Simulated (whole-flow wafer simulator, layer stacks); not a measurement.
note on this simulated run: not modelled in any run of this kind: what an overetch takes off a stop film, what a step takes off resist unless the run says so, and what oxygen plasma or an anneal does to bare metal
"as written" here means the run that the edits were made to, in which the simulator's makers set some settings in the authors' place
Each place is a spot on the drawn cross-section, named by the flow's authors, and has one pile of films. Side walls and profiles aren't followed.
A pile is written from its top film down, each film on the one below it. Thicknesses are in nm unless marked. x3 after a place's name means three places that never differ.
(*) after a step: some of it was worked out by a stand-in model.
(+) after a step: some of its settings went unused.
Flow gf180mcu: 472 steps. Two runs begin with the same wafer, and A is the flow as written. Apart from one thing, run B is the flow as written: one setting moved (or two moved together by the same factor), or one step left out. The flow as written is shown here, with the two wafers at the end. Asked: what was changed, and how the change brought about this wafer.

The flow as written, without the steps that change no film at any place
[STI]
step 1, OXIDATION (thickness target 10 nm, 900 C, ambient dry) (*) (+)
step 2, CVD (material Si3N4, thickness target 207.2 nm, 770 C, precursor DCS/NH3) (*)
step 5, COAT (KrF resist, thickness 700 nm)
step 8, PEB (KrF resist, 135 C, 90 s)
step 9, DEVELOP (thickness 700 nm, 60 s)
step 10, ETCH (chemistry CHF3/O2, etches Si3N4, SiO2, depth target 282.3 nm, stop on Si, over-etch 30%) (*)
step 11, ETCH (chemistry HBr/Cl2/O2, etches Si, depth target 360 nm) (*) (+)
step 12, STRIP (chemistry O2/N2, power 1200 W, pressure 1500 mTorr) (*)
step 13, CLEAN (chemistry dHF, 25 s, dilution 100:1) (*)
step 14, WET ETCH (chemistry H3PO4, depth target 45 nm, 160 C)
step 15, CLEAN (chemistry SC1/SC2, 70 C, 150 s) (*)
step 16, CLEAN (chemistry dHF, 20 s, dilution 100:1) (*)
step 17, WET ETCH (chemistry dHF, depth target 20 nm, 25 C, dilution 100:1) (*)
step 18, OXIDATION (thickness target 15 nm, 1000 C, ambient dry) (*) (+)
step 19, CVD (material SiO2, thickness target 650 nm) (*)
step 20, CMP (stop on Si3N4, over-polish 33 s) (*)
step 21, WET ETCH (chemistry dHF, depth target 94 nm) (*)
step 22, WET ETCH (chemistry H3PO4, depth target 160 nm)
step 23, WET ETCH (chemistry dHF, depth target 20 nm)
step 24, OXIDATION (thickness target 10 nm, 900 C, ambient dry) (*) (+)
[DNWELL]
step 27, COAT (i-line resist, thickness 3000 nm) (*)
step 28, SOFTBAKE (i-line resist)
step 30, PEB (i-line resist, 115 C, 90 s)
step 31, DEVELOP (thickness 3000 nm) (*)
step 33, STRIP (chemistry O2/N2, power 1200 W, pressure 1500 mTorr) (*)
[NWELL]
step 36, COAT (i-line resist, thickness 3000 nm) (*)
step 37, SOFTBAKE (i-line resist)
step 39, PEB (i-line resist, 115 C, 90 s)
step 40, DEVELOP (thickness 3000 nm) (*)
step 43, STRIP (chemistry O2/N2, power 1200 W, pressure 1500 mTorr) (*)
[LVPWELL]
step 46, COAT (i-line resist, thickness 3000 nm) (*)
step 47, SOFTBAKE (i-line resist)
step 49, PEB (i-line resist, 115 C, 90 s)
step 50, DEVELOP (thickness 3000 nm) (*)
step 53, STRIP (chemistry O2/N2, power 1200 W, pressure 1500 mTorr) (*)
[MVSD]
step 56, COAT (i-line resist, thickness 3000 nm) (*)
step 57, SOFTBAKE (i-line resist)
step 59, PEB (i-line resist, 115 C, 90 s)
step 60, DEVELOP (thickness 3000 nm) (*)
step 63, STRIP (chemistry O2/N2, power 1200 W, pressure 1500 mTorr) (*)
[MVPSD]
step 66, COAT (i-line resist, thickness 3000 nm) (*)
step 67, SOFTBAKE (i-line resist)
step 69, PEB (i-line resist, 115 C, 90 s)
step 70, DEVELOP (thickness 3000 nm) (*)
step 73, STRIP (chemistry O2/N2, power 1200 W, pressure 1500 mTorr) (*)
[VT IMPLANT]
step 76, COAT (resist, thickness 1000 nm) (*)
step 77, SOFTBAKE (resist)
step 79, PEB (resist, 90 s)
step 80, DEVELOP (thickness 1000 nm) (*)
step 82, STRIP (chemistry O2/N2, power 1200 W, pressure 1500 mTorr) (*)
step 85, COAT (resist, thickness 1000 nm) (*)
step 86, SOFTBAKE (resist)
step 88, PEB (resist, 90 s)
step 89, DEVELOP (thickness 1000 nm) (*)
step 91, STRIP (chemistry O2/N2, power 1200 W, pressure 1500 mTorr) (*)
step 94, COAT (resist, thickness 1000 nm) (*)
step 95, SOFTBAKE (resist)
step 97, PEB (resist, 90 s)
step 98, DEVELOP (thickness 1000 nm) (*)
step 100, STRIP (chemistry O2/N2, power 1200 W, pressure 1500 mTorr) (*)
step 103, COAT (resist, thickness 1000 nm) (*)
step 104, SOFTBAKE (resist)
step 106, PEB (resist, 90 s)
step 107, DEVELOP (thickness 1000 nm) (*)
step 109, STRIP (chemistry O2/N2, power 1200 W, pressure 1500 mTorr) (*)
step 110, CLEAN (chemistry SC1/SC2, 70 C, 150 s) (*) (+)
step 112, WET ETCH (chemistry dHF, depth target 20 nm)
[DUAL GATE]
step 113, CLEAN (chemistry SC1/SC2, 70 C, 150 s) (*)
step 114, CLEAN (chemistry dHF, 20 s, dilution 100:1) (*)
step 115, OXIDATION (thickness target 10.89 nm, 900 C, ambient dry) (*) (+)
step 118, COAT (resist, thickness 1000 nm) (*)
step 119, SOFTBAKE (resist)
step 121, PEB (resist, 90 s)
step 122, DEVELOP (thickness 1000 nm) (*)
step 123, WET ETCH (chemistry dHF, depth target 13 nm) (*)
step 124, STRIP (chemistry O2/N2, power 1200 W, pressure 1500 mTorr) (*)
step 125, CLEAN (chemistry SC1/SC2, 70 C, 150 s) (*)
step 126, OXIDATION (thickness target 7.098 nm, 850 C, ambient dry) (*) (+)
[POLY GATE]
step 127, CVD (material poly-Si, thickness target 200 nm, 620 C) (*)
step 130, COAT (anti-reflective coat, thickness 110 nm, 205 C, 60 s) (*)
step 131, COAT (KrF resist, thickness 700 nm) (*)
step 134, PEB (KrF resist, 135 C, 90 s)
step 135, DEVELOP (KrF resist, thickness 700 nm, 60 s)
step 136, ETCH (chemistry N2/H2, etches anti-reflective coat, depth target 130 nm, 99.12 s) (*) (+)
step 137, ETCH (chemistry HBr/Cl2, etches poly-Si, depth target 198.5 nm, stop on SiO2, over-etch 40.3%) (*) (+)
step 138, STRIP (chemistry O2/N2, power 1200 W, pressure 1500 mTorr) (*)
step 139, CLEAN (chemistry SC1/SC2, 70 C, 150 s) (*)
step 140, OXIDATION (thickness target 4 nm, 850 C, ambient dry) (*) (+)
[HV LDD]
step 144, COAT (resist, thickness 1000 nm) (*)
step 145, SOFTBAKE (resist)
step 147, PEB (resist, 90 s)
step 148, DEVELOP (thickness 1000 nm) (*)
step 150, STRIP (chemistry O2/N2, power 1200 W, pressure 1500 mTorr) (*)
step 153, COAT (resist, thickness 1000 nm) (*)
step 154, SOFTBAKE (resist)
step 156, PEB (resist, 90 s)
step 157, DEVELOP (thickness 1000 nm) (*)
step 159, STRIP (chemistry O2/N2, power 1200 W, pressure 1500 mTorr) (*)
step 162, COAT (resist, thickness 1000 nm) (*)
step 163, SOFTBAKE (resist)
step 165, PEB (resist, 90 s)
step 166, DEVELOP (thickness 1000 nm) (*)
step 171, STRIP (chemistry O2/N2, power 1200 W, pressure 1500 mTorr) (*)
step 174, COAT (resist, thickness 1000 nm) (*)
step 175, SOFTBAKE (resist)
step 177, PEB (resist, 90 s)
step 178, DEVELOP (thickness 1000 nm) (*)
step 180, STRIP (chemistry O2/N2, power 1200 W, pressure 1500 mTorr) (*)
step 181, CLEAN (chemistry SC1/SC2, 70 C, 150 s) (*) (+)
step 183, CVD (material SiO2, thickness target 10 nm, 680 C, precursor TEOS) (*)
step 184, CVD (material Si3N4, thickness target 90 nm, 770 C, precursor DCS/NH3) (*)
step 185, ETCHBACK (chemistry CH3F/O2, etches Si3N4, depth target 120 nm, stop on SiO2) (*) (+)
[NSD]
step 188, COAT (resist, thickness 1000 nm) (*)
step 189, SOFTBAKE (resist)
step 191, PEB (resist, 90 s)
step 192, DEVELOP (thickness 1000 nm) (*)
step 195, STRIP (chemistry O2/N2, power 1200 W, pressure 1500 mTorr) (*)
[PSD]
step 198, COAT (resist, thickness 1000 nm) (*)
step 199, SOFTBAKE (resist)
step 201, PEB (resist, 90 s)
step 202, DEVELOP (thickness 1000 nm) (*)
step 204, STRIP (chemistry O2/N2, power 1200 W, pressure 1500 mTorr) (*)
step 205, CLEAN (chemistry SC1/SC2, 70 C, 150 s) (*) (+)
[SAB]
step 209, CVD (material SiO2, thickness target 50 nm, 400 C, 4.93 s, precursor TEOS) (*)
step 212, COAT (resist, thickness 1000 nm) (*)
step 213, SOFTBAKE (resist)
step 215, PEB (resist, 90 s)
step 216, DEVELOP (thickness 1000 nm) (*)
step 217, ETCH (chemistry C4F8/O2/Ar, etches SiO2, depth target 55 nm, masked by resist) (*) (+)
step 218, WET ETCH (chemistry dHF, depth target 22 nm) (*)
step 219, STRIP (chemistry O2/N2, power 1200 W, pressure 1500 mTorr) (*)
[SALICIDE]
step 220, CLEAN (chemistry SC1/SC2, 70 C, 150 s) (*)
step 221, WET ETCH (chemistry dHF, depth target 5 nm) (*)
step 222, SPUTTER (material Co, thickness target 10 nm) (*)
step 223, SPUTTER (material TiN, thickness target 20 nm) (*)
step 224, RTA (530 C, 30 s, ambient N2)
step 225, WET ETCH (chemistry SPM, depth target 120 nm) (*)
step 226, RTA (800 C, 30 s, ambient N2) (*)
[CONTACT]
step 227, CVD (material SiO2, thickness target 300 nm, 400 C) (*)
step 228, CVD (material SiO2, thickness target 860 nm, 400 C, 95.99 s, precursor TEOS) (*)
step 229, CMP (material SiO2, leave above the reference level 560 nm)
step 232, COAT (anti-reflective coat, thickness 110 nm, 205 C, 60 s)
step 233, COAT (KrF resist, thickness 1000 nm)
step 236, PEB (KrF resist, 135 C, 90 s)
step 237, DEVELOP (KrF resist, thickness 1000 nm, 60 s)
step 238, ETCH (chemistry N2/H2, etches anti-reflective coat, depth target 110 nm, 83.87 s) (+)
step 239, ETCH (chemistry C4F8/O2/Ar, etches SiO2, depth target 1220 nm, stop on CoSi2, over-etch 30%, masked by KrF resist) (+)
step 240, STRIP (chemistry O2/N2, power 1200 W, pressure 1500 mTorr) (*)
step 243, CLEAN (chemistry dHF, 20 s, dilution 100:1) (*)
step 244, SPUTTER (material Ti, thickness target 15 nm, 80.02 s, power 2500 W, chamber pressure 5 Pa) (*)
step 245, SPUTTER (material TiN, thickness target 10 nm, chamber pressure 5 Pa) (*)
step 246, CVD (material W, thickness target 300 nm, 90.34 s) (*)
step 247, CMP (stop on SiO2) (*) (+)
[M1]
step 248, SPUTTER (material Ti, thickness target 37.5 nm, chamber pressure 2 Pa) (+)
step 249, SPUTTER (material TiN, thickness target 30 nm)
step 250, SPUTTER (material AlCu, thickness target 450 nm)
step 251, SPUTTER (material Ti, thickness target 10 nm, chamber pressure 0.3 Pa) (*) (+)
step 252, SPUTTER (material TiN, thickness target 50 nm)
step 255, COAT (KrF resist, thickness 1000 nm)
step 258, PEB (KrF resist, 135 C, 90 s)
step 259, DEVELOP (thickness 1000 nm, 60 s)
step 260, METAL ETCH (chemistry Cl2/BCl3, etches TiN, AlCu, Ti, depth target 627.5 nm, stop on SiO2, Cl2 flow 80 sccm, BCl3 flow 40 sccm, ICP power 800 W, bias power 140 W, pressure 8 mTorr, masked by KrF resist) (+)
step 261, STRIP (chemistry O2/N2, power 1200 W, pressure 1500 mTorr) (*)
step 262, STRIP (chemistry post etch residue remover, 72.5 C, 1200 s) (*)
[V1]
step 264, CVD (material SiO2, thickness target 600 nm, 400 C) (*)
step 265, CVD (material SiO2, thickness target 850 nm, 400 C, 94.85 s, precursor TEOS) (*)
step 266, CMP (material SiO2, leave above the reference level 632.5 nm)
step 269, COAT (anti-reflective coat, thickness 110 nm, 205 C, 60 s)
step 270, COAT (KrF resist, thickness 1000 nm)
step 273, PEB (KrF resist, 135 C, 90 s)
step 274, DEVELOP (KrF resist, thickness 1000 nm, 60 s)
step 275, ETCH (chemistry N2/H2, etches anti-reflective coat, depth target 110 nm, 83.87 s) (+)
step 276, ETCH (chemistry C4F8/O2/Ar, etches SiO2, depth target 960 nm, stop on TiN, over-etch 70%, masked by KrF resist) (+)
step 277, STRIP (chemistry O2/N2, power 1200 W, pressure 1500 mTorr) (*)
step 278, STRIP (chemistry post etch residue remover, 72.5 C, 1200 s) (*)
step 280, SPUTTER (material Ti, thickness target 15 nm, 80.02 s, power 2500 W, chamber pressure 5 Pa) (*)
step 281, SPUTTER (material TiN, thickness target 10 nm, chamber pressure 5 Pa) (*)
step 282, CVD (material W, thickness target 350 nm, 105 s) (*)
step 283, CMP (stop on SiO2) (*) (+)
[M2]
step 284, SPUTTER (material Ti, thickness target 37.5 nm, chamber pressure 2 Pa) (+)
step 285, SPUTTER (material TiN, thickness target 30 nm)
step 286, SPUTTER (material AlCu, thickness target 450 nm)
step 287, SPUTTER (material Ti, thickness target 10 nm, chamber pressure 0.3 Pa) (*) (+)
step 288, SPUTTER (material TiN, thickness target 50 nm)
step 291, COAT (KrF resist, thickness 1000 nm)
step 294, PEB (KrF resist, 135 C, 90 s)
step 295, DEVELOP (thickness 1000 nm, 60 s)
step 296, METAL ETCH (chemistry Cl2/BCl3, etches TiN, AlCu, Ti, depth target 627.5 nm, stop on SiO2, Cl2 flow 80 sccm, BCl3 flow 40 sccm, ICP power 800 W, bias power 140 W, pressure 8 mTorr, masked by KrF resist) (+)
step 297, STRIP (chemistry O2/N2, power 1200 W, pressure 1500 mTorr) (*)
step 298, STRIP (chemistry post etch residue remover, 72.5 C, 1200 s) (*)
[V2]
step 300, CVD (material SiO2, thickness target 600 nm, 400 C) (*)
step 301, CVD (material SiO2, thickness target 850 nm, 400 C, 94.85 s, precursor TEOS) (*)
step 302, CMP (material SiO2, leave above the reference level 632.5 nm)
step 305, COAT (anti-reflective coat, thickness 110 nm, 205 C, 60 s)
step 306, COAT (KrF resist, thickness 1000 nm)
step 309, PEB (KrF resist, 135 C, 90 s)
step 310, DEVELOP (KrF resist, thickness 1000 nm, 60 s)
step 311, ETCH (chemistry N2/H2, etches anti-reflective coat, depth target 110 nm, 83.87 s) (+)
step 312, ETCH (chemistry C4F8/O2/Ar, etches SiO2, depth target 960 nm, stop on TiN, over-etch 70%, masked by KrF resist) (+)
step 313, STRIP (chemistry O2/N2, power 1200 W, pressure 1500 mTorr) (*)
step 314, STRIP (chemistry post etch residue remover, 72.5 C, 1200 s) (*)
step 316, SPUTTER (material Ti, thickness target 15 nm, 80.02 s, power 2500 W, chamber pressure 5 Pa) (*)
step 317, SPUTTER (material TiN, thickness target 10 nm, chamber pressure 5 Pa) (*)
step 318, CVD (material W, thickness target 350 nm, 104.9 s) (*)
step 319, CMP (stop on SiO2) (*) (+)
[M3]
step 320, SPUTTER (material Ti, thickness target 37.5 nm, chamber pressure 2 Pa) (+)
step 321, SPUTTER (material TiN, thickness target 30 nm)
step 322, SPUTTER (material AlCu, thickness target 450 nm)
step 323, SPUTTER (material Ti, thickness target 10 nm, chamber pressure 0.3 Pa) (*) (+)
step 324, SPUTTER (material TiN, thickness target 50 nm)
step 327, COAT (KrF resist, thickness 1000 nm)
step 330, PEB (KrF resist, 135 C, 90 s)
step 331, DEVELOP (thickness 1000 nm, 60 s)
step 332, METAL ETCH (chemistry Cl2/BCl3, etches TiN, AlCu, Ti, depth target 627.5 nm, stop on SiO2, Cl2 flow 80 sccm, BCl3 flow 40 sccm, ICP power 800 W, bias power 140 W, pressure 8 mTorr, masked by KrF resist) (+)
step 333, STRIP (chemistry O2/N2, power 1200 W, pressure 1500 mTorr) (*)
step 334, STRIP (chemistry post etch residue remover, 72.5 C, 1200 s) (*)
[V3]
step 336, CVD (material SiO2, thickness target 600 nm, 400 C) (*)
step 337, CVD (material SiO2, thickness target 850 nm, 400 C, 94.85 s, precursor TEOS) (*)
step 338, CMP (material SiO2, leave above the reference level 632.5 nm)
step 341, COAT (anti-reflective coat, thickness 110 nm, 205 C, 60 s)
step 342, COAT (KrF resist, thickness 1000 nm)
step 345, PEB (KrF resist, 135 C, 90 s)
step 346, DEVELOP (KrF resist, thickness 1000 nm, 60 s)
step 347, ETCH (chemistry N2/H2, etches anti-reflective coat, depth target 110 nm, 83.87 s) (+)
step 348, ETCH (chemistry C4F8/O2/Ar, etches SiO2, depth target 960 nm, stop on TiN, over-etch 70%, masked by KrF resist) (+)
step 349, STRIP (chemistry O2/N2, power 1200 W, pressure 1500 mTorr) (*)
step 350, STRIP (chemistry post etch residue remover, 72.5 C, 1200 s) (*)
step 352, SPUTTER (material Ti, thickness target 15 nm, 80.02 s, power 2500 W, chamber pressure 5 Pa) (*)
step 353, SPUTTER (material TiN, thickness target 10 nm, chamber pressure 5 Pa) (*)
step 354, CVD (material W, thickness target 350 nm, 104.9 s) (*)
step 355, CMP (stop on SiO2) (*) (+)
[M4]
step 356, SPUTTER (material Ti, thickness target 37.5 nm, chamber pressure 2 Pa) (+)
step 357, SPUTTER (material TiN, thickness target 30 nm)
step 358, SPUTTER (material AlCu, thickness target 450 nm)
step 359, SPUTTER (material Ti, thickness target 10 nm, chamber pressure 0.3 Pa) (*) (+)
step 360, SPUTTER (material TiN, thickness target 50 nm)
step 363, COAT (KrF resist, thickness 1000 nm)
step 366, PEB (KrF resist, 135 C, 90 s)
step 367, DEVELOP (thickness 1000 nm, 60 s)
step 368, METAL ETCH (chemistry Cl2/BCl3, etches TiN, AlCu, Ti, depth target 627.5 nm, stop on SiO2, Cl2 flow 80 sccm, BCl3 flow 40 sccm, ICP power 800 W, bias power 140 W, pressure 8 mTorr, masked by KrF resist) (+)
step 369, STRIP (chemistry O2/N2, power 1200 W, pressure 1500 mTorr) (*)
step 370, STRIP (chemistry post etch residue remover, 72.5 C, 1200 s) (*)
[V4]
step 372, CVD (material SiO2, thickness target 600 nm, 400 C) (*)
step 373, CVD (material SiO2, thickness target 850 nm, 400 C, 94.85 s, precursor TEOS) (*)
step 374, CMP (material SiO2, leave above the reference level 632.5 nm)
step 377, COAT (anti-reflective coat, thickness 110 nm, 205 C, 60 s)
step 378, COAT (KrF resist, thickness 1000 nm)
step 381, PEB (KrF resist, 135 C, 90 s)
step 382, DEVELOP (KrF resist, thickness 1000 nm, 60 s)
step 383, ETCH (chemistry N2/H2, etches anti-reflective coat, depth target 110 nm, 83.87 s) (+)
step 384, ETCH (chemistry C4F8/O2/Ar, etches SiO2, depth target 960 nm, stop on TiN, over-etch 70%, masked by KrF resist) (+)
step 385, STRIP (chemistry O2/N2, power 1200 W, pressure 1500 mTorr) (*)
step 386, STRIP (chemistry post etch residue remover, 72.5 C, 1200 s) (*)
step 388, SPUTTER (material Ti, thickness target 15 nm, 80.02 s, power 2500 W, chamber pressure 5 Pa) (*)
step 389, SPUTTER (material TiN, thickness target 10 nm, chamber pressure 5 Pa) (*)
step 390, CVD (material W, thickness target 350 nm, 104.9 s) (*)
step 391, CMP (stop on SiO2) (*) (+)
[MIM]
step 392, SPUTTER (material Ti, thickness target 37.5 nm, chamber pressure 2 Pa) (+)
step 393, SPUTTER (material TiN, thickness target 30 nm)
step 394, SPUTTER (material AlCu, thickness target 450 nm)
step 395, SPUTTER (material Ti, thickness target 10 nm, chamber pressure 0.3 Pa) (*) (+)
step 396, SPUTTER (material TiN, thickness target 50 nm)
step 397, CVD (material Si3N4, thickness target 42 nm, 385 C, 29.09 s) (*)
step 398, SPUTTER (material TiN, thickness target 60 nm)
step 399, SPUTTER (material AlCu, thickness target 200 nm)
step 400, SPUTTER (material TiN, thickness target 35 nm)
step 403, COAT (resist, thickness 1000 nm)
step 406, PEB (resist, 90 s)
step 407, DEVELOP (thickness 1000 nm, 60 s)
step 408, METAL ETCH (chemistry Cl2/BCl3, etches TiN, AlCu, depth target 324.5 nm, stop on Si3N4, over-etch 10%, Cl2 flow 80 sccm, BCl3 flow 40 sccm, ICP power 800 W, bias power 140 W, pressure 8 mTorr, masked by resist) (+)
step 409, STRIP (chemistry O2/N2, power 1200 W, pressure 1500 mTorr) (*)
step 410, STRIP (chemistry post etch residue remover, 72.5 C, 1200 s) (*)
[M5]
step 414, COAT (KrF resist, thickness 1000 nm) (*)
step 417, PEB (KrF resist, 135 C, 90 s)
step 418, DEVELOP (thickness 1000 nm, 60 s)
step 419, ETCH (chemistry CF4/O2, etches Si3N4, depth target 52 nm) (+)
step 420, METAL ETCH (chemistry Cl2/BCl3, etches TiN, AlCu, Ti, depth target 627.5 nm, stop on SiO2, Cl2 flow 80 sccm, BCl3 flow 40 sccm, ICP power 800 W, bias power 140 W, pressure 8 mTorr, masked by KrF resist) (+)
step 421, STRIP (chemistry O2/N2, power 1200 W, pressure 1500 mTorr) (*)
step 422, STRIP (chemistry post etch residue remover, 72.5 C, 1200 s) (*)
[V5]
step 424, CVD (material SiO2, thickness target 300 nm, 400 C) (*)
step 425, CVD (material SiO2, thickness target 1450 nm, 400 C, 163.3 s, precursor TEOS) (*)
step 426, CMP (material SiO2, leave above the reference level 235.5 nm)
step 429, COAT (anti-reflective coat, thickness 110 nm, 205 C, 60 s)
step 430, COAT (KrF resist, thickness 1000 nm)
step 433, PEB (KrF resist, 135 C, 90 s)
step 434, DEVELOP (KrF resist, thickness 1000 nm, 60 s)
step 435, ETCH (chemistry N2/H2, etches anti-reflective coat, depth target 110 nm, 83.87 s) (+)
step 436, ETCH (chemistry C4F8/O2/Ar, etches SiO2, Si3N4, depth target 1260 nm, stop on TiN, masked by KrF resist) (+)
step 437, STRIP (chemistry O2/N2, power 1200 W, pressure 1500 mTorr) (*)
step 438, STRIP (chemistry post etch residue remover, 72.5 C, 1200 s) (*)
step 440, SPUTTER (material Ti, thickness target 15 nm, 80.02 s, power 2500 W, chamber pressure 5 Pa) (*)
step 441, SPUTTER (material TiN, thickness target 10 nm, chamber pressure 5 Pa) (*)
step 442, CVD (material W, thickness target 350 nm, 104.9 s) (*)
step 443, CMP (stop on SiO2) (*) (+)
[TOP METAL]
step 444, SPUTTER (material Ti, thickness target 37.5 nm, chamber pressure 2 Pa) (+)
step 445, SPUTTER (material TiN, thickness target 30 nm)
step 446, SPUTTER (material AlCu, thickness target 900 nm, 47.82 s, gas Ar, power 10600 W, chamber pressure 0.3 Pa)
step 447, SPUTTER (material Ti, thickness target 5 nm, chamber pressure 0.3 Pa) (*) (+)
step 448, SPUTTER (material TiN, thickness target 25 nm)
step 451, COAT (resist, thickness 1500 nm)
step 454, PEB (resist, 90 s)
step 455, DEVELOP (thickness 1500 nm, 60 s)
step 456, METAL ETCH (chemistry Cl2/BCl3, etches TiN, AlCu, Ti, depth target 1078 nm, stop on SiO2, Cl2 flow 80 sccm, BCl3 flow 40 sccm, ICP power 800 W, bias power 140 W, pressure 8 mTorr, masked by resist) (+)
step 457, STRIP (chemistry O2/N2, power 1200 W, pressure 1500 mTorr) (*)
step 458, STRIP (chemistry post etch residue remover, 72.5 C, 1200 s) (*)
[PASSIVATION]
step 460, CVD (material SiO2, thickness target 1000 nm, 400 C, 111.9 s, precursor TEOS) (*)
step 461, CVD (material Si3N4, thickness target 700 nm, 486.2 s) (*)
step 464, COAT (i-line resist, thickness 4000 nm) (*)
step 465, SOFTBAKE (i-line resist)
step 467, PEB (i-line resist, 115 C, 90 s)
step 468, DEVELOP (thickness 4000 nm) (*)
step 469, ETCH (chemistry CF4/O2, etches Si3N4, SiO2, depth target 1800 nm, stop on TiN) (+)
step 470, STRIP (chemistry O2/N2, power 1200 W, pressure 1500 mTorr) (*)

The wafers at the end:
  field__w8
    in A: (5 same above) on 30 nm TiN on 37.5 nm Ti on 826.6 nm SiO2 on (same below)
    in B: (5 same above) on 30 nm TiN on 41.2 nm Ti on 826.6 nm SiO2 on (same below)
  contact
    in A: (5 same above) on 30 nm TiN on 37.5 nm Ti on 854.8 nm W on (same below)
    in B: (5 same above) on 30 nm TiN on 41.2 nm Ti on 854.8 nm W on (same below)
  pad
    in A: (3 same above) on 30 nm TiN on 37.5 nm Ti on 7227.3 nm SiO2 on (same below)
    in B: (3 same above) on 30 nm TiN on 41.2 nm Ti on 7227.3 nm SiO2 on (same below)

Cause: step 444, SPUTTER: thickness target 41.2 nm was run, whereas the flow has thickness target 37.5 nm.
The wafer lets one read it off: field__w8 has Ti 41.2, and step 444 as written asks for 37.5 nm.

The path from the change to this, step by step:
  step 444, SPUTTER (material Ti, thickness target 37.5 nm, chamber pressure 2 Pa) (+)
      field, field__w1, field__w2 and 109 more: A +37.5 Ti (new film) | B +41.2 Ti (new film)
  step 456, METAL ETCH (chemistry Cl2/BCl3, etches TiN, AlCu, Ti, depth target 1078 nm, stop on SiO2, Cl2 flow 80 sccm, BCl3 flow 40 sccm, ICP power 800 W, bias power 140 W, pressure 8 mTorr, masked by resist) (+)
      field, field__w1, field__w2 and 103 more: A -25 TiN (all of it), -5 Ti (all of it), -900 AlCu (all of it), -30 TiN (all of it), -37.5 Ti (all of it) | B -25 TiN (all of it), -5 Ti (all of it), -900 AlCu (all of it), -30 TiN (all of it), -41.2 Ti (all of it)
  step 465, SOFTBAKE (i-line resist)
      field__w5, field__w9: A +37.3 i-line resist | B +30.3 i-line resist
      field__w11, field__w13: A +37.9 i-line resist | B +31.4 i-line resist
      (also at 57 further places)
